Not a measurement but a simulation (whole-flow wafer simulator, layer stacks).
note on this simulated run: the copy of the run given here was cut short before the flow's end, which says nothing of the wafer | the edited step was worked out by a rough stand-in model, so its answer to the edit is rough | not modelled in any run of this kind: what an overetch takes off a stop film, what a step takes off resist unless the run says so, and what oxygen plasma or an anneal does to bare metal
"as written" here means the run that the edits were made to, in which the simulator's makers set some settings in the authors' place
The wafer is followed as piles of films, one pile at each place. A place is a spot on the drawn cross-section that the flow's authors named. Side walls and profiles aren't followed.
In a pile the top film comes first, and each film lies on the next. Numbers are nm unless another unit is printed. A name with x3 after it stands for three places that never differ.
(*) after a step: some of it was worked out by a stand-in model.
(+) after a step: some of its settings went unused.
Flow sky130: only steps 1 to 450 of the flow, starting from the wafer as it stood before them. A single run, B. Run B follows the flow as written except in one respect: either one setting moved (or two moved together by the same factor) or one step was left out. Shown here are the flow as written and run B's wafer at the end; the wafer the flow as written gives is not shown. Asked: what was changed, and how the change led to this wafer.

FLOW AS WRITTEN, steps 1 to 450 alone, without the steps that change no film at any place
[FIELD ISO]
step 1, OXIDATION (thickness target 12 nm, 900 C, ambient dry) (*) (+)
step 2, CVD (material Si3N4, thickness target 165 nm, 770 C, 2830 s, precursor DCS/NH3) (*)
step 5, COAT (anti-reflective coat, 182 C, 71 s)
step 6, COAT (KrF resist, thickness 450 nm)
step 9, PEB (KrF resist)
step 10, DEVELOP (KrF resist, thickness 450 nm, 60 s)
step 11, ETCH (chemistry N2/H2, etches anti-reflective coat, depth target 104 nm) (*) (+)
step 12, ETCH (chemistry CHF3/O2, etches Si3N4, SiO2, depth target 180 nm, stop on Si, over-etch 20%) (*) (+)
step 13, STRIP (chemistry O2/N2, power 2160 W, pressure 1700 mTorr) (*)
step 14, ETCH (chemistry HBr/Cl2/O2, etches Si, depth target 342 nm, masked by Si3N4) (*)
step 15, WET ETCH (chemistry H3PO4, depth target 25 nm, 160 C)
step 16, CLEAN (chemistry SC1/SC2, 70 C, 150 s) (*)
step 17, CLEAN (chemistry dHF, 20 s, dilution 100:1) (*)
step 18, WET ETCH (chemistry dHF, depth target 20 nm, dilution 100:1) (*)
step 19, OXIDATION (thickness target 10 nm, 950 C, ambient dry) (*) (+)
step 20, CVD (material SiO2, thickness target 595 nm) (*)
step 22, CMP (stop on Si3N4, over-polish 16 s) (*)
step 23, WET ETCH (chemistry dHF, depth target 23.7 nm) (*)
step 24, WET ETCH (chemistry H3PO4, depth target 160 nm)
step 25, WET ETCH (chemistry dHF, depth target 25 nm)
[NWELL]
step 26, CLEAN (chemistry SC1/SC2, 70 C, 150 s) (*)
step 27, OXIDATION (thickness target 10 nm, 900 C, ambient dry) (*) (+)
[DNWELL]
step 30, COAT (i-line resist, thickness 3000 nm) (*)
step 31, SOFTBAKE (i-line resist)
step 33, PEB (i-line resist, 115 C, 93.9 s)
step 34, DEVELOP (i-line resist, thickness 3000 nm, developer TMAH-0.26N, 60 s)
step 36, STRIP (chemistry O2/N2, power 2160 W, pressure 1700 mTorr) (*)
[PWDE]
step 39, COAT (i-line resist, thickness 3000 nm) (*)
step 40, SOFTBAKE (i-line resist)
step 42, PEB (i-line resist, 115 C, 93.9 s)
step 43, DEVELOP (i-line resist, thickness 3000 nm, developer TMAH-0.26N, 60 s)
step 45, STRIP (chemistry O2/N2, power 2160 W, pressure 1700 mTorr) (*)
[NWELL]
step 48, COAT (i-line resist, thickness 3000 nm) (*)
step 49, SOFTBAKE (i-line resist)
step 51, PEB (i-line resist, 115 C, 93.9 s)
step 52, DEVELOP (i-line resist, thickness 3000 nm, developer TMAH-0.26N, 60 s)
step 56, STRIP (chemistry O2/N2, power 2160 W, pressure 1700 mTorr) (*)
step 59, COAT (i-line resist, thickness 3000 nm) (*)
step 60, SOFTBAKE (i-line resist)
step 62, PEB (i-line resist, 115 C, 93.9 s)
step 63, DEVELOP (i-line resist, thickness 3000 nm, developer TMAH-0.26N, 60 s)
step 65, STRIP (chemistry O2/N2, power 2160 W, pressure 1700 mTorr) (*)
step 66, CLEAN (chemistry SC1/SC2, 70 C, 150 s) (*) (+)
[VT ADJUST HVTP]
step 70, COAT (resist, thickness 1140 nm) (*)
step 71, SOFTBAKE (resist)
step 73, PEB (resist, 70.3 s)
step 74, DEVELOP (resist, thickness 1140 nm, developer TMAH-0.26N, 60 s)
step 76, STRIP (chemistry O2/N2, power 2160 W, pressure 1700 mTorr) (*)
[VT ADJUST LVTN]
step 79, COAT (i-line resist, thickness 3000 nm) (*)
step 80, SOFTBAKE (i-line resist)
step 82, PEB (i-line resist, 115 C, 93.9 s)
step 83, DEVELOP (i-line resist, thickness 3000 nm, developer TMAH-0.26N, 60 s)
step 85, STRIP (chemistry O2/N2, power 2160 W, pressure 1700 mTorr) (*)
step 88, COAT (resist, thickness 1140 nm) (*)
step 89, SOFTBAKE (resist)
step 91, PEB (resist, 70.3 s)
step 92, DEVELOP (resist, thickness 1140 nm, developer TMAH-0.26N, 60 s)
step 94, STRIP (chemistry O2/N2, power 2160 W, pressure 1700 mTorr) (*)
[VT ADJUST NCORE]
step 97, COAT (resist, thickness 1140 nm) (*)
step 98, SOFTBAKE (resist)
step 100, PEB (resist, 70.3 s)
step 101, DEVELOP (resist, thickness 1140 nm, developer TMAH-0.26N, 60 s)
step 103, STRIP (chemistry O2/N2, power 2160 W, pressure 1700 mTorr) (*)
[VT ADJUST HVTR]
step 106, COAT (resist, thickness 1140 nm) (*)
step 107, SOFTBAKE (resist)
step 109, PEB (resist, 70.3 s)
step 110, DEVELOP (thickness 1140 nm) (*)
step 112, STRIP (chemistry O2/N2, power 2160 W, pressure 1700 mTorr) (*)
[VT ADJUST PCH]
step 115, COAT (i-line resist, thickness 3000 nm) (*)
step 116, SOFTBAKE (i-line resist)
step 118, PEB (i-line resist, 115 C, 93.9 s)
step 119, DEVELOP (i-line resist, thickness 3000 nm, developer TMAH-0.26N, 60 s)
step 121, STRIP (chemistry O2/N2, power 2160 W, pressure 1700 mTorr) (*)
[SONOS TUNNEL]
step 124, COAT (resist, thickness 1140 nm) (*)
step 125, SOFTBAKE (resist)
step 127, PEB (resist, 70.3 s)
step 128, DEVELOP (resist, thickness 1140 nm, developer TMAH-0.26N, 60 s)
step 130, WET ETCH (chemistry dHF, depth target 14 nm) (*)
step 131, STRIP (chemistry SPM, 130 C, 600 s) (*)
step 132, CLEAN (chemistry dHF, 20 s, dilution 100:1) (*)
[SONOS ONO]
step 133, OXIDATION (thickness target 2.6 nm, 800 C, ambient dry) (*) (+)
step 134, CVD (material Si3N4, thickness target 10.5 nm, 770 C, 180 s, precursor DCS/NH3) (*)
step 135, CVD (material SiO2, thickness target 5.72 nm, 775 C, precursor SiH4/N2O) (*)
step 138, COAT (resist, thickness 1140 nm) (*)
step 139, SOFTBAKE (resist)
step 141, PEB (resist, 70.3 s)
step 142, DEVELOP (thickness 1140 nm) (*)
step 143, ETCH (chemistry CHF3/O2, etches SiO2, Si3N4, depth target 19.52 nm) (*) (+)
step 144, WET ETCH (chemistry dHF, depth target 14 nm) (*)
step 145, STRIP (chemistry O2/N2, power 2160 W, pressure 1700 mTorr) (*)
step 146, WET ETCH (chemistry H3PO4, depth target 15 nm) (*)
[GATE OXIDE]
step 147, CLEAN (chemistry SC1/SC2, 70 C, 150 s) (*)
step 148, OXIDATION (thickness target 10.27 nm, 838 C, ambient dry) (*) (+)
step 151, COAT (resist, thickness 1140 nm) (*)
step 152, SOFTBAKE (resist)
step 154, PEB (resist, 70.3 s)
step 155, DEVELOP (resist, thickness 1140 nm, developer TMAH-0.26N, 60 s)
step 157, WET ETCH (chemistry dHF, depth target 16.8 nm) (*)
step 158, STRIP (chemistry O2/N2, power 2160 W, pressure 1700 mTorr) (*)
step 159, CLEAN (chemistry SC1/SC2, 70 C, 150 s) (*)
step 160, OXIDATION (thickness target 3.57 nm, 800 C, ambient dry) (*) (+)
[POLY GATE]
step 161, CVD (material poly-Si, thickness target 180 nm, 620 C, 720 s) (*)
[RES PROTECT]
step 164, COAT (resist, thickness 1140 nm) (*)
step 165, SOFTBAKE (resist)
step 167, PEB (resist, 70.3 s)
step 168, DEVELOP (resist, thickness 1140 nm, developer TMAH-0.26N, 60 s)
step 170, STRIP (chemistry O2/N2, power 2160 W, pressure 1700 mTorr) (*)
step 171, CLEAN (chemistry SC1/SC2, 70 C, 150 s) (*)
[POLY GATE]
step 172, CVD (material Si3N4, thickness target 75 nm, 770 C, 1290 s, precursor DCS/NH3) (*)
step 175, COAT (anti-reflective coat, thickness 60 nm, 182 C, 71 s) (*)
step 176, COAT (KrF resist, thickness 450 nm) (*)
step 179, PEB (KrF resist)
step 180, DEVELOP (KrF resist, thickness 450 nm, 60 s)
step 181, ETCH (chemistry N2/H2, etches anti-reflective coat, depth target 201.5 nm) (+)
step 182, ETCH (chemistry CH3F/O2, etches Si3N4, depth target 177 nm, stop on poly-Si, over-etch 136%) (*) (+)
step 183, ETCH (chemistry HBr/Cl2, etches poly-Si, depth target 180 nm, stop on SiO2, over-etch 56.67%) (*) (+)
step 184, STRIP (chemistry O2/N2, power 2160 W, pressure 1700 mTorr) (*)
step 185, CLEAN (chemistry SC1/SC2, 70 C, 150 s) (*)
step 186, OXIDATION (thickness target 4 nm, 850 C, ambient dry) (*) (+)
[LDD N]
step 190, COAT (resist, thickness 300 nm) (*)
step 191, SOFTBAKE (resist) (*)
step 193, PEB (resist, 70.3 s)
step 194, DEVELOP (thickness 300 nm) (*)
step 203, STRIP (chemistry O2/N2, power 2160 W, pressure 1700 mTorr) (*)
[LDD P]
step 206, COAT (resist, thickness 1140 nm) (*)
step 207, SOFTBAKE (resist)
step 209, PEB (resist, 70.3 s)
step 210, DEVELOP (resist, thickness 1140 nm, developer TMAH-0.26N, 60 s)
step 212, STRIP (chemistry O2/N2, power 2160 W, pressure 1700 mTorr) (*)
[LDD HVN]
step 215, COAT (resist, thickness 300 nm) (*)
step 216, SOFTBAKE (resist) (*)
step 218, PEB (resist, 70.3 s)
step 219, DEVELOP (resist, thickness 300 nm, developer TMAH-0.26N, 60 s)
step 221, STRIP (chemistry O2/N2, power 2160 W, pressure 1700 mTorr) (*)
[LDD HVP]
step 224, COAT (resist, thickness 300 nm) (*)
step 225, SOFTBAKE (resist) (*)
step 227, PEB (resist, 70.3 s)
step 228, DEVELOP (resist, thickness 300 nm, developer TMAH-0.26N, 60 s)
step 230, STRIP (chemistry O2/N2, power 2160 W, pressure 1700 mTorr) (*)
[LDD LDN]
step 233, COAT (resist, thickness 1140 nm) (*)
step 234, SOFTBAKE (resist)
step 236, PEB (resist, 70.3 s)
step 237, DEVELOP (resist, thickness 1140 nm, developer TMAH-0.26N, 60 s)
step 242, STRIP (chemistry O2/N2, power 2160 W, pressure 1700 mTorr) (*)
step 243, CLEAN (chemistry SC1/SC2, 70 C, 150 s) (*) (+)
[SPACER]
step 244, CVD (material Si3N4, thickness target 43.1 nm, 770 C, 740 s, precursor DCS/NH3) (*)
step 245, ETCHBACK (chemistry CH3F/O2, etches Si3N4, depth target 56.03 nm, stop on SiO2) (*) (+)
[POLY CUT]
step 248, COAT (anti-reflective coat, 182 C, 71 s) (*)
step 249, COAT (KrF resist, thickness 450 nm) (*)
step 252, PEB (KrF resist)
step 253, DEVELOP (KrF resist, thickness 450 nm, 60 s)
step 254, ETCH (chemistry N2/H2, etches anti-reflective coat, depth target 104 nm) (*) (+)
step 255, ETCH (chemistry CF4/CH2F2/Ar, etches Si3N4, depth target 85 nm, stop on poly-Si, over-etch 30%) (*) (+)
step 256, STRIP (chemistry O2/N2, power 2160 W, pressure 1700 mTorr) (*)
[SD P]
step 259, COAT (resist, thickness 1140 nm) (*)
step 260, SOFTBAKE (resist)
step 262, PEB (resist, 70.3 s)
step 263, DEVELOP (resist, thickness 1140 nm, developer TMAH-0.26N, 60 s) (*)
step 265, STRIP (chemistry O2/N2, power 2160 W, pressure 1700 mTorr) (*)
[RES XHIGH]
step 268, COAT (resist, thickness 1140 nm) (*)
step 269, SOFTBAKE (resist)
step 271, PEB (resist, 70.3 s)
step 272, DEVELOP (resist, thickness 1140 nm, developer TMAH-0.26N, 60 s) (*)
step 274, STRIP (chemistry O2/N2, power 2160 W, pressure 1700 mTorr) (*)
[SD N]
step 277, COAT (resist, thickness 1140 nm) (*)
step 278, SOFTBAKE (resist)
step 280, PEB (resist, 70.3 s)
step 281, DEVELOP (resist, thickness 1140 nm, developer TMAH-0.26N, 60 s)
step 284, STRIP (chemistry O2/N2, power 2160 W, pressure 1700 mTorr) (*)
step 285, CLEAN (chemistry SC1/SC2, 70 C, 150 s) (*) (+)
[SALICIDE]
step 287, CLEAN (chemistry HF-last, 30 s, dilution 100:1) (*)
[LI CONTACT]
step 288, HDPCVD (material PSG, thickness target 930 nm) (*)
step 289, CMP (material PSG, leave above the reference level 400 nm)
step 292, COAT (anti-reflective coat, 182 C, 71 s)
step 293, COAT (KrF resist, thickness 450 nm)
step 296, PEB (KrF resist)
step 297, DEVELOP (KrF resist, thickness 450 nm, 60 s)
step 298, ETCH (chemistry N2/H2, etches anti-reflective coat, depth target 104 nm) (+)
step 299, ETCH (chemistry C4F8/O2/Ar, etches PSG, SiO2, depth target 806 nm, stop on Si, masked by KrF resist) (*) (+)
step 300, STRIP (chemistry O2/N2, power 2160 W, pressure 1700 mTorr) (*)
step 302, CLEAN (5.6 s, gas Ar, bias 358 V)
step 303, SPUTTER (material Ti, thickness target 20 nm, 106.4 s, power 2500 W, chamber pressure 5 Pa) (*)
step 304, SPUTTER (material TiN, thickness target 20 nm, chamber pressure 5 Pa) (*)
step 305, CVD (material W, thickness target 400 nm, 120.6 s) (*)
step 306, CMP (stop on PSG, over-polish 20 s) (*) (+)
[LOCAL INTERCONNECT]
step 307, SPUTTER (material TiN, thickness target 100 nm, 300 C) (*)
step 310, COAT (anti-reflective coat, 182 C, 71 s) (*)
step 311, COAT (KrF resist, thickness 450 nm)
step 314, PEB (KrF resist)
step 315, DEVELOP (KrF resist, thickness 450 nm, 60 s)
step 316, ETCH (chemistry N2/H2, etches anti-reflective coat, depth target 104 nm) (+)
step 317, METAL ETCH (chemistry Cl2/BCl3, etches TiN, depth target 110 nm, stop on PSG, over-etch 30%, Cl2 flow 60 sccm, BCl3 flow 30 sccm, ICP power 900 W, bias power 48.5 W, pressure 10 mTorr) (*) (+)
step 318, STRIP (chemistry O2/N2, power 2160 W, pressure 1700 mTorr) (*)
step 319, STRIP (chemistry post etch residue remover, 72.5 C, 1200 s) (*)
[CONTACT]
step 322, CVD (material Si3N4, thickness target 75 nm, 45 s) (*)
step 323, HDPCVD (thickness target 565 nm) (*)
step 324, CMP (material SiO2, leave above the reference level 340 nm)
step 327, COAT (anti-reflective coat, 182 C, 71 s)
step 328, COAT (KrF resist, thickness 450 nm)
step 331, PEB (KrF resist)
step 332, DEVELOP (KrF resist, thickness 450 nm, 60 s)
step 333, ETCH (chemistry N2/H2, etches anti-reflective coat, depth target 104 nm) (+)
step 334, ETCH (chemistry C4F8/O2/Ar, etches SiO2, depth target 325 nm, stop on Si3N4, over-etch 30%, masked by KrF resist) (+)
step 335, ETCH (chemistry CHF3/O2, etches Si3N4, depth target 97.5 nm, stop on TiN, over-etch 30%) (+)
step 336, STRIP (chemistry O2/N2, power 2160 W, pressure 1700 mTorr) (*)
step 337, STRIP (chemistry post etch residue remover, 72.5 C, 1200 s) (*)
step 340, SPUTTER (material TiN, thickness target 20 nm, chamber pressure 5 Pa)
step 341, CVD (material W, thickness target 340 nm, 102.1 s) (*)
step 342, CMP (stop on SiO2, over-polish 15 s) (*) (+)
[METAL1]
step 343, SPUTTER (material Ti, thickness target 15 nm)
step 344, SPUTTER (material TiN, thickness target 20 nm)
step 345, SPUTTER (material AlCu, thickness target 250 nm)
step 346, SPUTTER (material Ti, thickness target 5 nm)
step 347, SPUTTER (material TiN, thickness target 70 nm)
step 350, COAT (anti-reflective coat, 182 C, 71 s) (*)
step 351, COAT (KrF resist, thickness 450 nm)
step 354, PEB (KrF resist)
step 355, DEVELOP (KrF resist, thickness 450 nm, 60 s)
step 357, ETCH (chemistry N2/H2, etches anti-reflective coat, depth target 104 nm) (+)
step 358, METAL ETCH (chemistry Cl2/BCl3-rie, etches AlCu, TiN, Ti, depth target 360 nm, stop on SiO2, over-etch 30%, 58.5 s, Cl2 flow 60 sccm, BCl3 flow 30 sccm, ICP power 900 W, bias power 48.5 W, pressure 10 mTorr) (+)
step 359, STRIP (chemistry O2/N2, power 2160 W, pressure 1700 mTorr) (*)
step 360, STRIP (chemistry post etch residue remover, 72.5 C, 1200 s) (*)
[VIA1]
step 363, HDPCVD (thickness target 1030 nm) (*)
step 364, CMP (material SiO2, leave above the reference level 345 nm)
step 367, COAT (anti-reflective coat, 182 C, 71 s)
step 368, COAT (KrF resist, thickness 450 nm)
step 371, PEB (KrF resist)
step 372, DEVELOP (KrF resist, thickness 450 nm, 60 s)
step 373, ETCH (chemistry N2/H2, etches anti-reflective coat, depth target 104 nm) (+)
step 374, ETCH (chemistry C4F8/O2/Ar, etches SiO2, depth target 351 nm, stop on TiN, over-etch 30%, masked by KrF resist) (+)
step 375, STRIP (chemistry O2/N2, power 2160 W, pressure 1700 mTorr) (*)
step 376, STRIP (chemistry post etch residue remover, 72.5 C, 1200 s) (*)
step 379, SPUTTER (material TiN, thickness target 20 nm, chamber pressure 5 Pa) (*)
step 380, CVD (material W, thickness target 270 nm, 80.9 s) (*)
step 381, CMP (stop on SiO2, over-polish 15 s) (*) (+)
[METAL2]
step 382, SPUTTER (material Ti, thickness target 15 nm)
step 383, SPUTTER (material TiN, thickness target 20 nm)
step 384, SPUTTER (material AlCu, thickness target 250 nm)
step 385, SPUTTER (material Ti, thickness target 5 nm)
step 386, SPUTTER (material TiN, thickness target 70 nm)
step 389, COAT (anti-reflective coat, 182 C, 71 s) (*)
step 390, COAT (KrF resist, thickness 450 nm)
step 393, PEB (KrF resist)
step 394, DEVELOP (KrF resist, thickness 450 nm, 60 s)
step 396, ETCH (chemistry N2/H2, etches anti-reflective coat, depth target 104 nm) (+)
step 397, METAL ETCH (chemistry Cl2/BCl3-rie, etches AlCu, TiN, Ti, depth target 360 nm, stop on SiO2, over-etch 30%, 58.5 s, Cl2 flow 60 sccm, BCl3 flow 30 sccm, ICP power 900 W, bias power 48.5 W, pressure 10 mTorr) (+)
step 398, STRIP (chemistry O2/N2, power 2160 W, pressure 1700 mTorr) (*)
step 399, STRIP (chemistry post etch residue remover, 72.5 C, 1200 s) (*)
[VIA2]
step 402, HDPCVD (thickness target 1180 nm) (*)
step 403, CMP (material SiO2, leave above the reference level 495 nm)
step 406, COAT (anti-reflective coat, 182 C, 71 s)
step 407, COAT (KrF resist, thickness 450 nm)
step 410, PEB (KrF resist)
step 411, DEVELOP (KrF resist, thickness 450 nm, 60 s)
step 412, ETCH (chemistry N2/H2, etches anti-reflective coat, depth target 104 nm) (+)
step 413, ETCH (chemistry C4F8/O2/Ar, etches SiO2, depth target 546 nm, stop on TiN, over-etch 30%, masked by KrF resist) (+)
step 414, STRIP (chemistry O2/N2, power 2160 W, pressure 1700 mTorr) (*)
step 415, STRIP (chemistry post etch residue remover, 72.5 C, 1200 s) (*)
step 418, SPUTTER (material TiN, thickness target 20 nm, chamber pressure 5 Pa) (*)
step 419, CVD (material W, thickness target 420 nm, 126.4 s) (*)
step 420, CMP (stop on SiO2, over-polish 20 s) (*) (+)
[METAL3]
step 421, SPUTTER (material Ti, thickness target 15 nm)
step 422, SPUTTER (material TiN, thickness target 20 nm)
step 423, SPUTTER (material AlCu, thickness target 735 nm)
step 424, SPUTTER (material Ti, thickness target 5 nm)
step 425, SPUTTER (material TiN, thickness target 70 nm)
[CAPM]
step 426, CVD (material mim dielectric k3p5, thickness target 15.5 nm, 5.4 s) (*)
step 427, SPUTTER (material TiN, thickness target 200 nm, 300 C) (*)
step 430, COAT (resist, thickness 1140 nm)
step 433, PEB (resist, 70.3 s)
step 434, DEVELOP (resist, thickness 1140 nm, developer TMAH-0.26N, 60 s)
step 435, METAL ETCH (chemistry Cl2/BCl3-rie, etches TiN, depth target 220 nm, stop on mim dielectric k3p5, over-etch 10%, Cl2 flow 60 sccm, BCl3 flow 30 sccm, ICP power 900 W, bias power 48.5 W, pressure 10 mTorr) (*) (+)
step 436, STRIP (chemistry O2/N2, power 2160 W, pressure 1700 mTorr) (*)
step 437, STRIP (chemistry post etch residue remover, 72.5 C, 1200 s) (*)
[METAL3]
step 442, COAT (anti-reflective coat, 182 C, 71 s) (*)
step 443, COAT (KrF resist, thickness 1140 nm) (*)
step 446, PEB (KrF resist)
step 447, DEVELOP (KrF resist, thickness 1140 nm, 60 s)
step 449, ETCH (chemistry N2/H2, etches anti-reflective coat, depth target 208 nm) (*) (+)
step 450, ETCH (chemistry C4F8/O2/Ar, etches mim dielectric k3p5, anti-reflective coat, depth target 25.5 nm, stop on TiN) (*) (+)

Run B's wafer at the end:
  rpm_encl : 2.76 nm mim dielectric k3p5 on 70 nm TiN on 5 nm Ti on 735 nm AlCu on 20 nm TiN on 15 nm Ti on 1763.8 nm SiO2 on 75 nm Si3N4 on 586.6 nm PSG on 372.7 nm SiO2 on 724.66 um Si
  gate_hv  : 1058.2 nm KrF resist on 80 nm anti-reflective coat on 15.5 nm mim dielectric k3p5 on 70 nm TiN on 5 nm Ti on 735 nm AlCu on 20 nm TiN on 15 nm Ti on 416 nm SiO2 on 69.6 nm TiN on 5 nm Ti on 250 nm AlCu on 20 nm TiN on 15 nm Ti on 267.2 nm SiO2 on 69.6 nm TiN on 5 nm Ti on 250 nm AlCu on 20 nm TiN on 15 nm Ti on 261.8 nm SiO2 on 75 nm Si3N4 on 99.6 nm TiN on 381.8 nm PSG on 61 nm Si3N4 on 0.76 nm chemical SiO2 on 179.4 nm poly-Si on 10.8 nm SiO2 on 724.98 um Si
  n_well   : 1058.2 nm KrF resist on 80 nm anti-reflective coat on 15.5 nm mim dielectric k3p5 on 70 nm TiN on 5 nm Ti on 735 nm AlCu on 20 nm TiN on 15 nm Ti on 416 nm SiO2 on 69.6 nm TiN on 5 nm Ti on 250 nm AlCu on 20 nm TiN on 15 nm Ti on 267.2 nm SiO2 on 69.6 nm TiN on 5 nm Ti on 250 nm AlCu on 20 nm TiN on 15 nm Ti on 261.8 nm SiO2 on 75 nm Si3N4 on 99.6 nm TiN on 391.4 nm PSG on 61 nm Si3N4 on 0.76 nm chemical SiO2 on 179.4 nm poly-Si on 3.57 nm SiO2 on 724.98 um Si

Cause: step 449, ETCH: depth target 88.4 nm was run, while the flow as written has depth target 208 nm.

Step by step, how the change led to this:
  step 449, ETCH (chemistry N2/H2, etches anti-reflective coat, depth target 208 nm) (*) (+)
      rpm_encl, rpm_encl_psd, rpm_encl_urpm: anti-reflective coat loses 88.4 (as written it would have been: anti-reflective coat loses 101.2 (all of it))
      n_well, p_well, gate_hv and 104 more: KrF resist loses 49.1 (as written it would have been: KrF resist loses 66.7)
  step 450, ETCH (chemistry C4F8/O2/Ar, etches mim dielectric k3p5, anti-reflective coat, depth target 25.5 nm, stop on TiN) (*) (+)
      rpm_encl, rpm_encl_psd, rpm_encl_urpm: anti-reflective coat loses 12.8 (all of it), mim dielectric k3p5 loses 12.7 (as written it would have been: mim dielectric k3p5 loses 15.5 (all of it))
      n_well, p_well, gate_hv and 104 more: KrF resist loses 17 (as written it would have been: KrF resist loses 15.5)
